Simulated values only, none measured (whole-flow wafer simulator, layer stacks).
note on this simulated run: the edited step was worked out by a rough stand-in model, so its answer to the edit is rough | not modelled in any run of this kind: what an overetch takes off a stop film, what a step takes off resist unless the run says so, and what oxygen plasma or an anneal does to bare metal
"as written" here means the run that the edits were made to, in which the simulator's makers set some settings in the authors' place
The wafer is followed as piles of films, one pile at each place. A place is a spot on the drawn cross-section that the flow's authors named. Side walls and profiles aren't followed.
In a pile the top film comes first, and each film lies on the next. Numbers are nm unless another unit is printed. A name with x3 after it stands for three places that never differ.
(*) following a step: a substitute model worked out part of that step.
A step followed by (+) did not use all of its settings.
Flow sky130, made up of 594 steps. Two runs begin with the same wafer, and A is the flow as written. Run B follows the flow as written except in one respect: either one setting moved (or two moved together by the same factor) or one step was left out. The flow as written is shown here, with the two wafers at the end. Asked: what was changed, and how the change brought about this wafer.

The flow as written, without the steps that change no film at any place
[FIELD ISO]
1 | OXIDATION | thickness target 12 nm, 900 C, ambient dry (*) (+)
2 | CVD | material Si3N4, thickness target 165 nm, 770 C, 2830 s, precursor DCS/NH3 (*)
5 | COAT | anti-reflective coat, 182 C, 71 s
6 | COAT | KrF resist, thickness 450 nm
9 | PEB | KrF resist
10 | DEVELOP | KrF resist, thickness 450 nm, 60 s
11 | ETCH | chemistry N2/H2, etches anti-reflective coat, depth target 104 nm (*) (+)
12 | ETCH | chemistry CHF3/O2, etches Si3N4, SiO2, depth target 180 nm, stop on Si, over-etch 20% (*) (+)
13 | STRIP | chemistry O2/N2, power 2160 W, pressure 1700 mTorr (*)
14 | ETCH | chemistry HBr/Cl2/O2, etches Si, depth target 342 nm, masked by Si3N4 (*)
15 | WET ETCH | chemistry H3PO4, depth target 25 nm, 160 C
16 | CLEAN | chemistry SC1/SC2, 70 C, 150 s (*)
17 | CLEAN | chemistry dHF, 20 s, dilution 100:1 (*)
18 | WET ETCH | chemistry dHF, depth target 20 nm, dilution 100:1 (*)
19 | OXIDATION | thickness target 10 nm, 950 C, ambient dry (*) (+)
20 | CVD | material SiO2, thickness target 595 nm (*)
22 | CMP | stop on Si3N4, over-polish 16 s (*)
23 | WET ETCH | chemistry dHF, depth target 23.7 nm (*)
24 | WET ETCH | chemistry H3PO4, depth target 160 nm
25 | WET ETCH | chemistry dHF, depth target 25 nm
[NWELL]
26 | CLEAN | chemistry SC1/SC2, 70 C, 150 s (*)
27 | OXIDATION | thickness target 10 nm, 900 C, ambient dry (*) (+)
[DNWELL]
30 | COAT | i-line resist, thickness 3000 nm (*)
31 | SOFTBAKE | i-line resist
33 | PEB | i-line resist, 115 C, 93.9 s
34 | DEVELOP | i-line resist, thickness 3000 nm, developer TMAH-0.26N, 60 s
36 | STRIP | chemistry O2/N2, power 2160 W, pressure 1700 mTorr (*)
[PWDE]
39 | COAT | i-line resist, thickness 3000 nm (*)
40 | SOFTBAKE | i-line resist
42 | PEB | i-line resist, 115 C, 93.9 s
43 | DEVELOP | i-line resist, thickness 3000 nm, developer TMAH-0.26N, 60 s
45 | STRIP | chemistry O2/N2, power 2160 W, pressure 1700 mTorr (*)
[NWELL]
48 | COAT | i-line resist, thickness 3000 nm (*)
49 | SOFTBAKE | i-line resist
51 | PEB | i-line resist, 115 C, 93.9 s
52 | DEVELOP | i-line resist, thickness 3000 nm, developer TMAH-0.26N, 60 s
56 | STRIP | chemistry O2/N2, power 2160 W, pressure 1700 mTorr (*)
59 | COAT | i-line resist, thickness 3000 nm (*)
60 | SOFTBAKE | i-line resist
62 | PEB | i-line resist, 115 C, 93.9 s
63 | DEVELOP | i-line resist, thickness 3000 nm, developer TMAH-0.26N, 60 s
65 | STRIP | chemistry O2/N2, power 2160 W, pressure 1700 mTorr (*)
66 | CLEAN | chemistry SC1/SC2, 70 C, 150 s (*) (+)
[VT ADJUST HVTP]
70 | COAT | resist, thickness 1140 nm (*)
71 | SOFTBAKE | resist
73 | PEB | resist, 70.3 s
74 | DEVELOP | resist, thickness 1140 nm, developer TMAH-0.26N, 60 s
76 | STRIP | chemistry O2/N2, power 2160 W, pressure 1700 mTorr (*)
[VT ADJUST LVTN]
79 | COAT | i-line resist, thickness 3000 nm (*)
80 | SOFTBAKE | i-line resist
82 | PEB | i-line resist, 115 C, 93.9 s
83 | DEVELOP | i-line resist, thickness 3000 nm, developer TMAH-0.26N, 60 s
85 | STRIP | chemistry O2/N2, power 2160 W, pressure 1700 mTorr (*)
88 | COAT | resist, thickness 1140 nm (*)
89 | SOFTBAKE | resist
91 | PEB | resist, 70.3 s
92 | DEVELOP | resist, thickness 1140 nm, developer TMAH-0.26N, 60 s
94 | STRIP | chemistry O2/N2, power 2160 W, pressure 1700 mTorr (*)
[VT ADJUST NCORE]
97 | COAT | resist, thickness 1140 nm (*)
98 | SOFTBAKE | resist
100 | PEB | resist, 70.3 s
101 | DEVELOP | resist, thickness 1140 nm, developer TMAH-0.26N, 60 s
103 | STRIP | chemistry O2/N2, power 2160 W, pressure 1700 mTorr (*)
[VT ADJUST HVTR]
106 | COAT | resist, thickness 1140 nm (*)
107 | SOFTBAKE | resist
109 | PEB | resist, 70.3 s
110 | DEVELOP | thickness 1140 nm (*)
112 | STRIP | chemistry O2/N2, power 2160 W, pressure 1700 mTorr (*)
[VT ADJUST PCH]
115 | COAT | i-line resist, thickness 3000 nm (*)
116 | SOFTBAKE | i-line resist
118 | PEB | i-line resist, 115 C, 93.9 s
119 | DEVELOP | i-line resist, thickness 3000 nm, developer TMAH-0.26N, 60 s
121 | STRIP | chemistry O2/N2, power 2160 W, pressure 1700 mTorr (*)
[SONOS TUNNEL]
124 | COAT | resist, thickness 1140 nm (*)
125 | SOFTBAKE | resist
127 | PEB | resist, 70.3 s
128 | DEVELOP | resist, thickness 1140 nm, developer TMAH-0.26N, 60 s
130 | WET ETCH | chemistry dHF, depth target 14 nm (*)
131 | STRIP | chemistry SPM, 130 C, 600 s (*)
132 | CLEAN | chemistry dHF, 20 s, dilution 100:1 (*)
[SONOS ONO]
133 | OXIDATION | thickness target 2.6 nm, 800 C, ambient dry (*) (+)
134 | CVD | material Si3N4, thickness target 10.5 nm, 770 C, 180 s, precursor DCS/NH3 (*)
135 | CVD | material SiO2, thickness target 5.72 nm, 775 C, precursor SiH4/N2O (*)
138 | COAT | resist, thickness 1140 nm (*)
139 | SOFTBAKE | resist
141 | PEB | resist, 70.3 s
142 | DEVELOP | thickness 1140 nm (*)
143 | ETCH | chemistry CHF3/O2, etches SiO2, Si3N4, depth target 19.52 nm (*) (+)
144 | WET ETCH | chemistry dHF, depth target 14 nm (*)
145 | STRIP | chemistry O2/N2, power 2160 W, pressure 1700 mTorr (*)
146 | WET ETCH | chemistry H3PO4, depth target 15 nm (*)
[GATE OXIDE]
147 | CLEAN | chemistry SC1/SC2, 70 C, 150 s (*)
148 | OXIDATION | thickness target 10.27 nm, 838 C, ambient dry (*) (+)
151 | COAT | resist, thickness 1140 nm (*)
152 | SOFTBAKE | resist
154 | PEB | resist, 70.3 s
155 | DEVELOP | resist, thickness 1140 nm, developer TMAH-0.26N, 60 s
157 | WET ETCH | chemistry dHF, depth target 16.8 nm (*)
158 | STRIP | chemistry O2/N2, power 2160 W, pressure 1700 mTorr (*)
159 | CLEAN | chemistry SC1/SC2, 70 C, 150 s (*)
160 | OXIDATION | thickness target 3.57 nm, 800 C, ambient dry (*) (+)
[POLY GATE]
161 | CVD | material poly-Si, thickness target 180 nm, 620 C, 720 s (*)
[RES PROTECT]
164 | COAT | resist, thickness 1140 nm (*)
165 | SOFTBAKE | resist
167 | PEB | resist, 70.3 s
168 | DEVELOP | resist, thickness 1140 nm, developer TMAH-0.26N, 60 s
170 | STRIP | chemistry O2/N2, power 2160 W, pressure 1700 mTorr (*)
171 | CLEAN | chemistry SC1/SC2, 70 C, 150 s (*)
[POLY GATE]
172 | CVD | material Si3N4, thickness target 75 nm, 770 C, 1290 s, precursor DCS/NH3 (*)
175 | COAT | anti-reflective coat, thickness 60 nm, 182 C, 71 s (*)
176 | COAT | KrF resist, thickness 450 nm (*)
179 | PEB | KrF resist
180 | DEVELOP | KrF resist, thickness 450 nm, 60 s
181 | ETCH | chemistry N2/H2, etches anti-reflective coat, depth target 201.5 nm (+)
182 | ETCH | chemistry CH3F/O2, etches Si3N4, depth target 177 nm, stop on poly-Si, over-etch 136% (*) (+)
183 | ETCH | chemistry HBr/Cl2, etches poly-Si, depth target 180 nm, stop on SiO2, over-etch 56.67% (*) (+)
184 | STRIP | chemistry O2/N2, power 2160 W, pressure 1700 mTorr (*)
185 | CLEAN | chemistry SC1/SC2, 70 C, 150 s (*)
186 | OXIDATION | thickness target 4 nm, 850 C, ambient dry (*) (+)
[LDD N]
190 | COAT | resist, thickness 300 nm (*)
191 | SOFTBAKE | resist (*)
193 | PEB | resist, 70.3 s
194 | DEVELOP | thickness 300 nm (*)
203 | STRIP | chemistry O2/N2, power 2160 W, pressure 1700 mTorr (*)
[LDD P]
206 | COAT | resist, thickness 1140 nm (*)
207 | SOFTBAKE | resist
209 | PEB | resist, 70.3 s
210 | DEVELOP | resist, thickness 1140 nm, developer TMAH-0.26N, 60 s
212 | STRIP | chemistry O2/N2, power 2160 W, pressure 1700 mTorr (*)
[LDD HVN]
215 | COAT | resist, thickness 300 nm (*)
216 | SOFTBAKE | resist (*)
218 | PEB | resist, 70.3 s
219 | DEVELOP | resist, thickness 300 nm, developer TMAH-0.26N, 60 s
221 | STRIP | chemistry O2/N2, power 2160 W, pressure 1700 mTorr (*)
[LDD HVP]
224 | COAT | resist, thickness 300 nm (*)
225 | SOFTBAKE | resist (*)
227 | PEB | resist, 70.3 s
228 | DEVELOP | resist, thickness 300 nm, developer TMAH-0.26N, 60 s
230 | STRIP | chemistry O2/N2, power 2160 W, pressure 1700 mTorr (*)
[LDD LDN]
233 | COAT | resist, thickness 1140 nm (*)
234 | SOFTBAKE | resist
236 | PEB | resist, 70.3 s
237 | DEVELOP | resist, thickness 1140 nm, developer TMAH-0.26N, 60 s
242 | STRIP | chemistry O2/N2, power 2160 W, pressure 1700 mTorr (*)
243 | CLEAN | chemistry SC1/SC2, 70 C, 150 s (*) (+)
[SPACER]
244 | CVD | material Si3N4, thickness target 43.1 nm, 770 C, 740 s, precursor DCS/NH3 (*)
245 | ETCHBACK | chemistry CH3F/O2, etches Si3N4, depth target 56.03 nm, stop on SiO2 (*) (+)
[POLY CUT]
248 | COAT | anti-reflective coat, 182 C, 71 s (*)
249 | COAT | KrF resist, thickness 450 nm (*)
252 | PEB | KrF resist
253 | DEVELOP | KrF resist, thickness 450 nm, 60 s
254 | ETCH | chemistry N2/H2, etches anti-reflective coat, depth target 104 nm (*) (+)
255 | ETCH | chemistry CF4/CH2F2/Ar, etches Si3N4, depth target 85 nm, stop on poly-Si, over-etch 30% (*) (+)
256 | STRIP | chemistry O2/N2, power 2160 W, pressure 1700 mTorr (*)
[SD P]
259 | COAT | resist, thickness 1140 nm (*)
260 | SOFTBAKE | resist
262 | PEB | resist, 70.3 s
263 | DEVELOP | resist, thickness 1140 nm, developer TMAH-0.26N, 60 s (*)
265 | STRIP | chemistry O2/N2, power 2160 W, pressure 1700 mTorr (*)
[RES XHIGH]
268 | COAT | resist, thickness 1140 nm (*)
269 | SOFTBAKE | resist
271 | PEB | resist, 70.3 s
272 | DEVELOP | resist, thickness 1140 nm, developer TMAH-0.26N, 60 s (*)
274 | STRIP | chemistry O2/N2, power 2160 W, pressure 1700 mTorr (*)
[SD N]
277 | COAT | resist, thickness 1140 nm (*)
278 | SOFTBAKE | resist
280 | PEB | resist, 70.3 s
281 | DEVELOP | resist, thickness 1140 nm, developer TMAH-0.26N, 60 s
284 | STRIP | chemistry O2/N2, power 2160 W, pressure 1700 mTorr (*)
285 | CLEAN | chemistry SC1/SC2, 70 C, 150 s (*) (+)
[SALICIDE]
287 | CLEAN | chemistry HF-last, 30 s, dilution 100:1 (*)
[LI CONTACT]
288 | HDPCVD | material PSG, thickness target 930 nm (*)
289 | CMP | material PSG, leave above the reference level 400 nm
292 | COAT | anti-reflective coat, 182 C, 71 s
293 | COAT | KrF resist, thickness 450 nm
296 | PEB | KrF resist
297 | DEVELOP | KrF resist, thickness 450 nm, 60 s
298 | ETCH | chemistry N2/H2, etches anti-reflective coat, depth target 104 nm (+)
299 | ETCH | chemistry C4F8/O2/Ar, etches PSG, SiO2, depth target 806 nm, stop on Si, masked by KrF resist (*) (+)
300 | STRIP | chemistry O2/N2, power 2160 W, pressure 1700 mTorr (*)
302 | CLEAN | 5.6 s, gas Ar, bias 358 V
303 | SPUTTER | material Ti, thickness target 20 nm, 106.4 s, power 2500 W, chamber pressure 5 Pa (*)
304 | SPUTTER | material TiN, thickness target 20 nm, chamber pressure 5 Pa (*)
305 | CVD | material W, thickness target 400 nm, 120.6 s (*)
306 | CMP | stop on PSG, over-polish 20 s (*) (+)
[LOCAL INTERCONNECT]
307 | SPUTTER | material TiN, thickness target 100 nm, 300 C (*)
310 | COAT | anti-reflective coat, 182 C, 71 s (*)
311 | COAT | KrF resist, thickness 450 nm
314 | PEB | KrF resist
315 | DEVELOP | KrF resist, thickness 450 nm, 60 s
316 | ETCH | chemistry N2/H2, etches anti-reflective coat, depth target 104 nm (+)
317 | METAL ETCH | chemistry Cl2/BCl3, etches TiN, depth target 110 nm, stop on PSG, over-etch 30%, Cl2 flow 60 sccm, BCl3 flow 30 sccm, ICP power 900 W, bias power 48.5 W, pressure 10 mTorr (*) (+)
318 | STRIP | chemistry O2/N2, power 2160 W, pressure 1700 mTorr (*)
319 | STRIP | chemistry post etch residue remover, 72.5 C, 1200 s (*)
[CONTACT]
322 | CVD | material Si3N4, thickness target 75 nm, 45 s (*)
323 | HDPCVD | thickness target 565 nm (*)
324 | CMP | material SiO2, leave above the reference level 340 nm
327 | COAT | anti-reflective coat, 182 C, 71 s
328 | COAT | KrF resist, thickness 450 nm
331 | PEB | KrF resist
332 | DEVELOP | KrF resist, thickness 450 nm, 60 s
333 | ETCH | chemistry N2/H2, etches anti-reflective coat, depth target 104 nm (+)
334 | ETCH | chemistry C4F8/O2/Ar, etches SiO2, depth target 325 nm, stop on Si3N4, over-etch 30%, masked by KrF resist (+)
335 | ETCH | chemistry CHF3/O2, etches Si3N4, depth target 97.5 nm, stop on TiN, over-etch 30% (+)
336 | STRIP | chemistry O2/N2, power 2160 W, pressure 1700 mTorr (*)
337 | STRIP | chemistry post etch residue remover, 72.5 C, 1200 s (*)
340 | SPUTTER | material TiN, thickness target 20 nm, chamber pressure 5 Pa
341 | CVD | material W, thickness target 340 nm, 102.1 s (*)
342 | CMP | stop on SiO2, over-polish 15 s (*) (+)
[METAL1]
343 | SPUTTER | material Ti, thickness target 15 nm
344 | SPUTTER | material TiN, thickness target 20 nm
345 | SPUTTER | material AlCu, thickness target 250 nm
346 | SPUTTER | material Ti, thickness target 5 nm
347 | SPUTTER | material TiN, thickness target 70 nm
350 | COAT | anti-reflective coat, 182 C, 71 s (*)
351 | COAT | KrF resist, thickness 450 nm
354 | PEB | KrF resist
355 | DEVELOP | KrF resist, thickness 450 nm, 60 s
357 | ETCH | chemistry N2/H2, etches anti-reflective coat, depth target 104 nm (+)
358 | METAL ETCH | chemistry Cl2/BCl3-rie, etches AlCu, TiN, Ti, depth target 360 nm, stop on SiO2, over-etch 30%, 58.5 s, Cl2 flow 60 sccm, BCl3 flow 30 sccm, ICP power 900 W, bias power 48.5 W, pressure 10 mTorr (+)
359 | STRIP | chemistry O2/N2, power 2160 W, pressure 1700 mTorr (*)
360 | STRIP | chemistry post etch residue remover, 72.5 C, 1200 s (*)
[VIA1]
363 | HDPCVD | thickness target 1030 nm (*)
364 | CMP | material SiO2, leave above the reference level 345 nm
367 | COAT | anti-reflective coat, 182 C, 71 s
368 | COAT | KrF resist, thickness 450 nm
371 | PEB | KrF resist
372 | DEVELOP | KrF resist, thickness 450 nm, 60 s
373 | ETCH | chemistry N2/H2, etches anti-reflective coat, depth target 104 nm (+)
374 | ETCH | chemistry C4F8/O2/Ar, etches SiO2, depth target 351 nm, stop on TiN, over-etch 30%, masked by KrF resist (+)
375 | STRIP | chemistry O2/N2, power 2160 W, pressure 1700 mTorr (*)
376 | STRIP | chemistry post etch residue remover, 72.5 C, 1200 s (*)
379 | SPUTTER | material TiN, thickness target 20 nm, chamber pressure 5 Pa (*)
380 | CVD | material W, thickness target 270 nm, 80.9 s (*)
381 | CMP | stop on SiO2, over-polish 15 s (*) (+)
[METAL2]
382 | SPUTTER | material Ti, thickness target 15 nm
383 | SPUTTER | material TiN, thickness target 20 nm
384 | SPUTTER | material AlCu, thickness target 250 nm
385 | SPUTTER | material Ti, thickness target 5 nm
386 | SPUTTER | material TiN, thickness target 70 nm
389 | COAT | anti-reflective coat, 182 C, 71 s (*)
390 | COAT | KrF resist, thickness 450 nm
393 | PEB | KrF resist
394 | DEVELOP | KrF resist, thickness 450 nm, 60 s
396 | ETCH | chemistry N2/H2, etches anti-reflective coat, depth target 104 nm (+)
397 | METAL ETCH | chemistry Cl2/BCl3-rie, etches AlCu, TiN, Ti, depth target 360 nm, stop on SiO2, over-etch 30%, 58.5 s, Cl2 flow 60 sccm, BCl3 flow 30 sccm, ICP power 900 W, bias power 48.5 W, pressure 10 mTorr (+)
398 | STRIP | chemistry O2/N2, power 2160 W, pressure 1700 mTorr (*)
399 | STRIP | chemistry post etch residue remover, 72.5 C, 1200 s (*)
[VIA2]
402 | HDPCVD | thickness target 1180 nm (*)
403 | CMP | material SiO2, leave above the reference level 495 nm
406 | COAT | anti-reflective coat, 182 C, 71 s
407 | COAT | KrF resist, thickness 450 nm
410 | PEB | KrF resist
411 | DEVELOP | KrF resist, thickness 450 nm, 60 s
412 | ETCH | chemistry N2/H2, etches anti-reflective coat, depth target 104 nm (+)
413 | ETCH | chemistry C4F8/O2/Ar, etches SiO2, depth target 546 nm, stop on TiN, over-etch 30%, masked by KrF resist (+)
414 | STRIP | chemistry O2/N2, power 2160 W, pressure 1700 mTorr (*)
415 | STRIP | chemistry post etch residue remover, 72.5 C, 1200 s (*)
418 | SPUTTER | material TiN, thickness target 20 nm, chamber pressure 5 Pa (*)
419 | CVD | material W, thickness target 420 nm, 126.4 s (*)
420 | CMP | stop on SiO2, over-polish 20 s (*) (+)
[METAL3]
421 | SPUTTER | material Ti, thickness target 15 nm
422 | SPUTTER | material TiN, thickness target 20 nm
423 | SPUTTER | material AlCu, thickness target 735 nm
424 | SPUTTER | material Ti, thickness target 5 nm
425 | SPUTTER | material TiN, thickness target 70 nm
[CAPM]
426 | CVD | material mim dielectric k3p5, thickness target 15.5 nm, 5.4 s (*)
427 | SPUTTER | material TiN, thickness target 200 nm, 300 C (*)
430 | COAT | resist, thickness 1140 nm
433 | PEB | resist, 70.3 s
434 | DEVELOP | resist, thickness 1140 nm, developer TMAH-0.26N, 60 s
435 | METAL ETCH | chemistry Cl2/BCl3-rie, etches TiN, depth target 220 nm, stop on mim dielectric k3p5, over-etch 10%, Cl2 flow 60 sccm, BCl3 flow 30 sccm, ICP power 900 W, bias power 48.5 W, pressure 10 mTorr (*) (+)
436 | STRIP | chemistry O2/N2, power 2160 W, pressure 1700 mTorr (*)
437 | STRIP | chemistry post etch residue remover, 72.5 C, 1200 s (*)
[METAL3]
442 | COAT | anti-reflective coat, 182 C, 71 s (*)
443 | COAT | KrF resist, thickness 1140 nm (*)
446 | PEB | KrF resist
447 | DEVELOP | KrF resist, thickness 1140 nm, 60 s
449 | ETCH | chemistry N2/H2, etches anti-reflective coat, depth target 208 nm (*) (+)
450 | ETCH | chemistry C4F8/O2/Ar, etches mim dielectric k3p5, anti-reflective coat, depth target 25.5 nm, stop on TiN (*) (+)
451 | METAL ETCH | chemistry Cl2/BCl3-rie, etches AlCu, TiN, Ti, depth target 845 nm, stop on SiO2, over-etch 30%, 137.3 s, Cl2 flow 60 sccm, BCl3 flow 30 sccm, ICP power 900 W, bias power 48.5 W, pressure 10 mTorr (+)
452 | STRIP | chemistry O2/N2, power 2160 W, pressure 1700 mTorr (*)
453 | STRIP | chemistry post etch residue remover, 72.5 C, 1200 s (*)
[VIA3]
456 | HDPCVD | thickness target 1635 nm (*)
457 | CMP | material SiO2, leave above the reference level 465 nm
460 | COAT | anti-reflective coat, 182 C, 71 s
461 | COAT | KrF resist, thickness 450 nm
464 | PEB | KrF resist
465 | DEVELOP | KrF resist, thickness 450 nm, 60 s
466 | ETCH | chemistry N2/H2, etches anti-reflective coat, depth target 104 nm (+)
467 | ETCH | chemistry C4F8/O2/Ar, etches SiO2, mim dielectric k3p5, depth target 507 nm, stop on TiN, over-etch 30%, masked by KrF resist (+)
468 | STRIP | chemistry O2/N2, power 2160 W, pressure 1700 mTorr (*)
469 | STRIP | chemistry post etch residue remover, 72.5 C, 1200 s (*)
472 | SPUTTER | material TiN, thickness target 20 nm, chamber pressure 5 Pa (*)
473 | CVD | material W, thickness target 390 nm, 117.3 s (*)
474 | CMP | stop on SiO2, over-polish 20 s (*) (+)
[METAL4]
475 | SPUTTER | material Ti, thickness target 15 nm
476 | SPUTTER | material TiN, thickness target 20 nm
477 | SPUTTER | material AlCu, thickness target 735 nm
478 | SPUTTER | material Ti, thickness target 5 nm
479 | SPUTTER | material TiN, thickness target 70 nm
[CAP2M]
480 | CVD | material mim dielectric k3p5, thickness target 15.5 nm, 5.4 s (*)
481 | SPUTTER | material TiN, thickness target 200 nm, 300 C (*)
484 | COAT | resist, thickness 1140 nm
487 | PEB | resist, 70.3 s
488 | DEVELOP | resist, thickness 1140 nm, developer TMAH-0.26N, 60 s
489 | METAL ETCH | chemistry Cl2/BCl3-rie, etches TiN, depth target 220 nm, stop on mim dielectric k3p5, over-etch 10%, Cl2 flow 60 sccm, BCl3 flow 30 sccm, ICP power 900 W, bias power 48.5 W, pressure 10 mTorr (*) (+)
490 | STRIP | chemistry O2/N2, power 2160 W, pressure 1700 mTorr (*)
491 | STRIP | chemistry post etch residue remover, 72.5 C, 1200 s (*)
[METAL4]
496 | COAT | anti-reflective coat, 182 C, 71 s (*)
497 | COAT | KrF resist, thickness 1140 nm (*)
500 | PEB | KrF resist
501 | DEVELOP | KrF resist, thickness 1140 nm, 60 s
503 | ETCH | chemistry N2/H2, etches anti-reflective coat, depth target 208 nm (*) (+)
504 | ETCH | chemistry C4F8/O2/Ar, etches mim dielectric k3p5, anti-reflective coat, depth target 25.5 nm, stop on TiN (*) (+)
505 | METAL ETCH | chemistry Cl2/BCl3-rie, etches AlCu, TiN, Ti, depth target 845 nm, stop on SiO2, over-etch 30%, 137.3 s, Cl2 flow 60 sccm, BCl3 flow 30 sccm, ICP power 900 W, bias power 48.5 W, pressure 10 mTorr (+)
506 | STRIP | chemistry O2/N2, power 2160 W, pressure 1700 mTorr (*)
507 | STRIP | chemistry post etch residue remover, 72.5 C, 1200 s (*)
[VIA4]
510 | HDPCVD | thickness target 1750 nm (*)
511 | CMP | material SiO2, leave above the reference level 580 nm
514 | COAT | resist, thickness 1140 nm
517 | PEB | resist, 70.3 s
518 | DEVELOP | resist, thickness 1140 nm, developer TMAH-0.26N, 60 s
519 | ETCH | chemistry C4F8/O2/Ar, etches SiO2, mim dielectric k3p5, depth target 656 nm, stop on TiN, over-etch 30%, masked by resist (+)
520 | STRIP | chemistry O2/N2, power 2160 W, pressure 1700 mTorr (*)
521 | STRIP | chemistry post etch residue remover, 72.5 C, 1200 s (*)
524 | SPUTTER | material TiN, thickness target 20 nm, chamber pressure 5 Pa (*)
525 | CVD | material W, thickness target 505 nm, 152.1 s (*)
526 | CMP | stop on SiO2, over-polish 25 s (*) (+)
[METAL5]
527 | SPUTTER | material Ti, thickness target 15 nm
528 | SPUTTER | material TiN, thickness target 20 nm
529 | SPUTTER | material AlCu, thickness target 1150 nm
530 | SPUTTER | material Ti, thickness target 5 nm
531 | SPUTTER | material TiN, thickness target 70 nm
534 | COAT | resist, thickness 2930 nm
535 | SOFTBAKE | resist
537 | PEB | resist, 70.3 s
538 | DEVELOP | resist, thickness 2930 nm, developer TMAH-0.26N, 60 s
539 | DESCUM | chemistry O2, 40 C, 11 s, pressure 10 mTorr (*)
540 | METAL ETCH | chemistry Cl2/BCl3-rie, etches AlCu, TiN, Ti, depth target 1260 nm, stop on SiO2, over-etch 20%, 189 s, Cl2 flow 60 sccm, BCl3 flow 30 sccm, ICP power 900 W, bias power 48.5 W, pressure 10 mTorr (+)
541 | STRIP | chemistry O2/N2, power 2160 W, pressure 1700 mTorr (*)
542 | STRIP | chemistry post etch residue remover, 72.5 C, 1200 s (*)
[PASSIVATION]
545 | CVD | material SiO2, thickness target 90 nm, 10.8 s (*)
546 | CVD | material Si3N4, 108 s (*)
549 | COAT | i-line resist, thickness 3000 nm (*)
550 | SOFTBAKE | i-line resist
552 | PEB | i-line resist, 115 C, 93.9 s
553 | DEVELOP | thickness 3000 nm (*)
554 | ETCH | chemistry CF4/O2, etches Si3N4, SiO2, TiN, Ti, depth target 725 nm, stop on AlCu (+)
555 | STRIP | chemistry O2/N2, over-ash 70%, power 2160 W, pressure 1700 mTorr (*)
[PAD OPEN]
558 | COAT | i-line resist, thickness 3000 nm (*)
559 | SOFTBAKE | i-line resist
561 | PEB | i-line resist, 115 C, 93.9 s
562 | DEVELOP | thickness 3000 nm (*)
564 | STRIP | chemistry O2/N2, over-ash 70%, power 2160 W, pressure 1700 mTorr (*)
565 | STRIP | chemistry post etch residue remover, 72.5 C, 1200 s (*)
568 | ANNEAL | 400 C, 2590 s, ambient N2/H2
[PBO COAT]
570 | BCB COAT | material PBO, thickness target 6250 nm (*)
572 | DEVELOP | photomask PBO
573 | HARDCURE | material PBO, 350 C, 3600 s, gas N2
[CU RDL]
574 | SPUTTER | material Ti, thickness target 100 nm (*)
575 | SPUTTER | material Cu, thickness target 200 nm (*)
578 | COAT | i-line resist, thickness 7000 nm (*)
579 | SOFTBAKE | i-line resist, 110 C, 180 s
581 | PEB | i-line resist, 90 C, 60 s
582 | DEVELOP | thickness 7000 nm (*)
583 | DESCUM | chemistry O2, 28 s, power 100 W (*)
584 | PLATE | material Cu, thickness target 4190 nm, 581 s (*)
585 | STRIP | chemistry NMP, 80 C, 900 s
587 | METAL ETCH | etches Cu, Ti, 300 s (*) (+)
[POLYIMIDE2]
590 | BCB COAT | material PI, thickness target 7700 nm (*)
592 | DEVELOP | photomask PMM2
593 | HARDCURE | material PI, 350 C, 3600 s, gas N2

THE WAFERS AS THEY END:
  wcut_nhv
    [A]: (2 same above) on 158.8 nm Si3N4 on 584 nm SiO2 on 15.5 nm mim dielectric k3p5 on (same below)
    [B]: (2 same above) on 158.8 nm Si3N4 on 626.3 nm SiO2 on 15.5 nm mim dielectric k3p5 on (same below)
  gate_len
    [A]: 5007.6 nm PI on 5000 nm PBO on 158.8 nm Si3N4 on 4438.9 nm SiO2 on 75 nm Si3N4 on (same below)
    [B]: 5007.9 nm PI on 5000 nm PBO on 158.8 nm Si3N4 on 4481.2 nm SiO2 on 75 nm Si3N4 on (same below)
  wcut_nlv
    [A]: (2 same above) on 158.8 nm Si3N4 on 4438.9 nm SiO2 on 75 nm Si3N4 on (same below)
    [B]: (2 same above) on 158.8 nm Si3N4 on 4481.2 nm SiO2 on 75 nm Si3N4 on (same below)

The reason: step 545, CVD: thickness target 121 nm was run, whereas the flow has thickness target 90 nm; step 545, CVD: 14.5 s was run, where the flow has 10.8 s.

Step by step, how the change led to this:
  545 | CVD | material SiO2, thickness target 90 nm, 10.8 s (*)
      field, active, gate and 175 more: A SiO2 gains 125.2 | B SiO2 gains 167.4
      n_well, p_well, sd_n and 12 more: A SiO2 gains 125.2 (new film) | B SiO2 gains 167.4 (new film)
  550 | SOFTBAKE | i-line resist
      active: A i-line resist gains 12 | B i-line resist gains 12.9
      gate: A i-line resist loses 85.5 | B i-line resist loses 87.8
      (as well as at 55 more places)
  554 | ETCH | chemistry CF4/O2, etches Si3N4, SiO2, TiN, Ti, depth target 725 nm, stop on AlCu (+)
      field, active, n_well and 189 more: A i-line resist loses 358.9 | B i-line resist loses 401.2
      pad: A Si3N4 loses 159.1 (all of it), SiO2 loses 125.2 (all of it), TiN loses 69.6 (all of it), Ti loses 5 (all of it) | B Si3N4 loses 159.1 (all of it), SiO2 loses 167.4 (all of it), TiN loses 69.6 (all of it), Ti loses 5 (all of it)
  555 | STRIP | chemistry O2/N2, over-ash 70%, power 2160 W, pressure 1700 mTorr (*)
      n_well, p_well, sd_n, sd_p: A i-line resist loses 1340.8 (all of it) | B i-line resist loses 1298.6 (all of it)
      m1: A i-line resist loses 1364.1 (all of it) | B i-line resist loses 1323.4 (all of it)
      (as well as at 8 more places)
  558 | COAT | i-line resist, thickness 3000 nm (*)
      pad: A i-line resist gains 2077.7 (new film) | B i-line resist gains 2120.2 (new film)
  559 | SOFTBAKE | i-line resist
      field: A i-line resist gains 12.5 | B i-line resist gains 13.4
      active: A i-line resist gains 12 | B i-line resist gains 12.9
      (as well as at 61 more places)
  561 | PEB | i-line resist, 115 C, 93.9 s
      pad: A i-line resist loses 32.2 | B i-line resist loses 32.9
  562 | DEVELOP | thickness 3000 nm (*)
      pad: A i-line resist loses 2045.5 (all of it) | B i-line resist loses 2087.3 (all of it)
  578 | COAT | i-line resist, thickness 7000 nm (*)
      pad: A i-line resist gains 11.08 um (new film) | B i-line resist gains 11.13 um (new film)
  579 | SOFTBAKE | i-line resist, 110 C, 180 s
      mim, vcap_hvt: A i-line resist loses 16.8 | B i-line resist loses 17.6
      ndiff_licon_rim, ndiff_licon: A i-line resist loses 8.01 | B i-line resist loses 8.56
      (as well as at 17 more places)
  582 | DEVELOP | thickness 7000 nm (*)
      pad: A i-line resist loses 11.08 um (all of it) | B i-line resist loses 11.12 um (all of it)
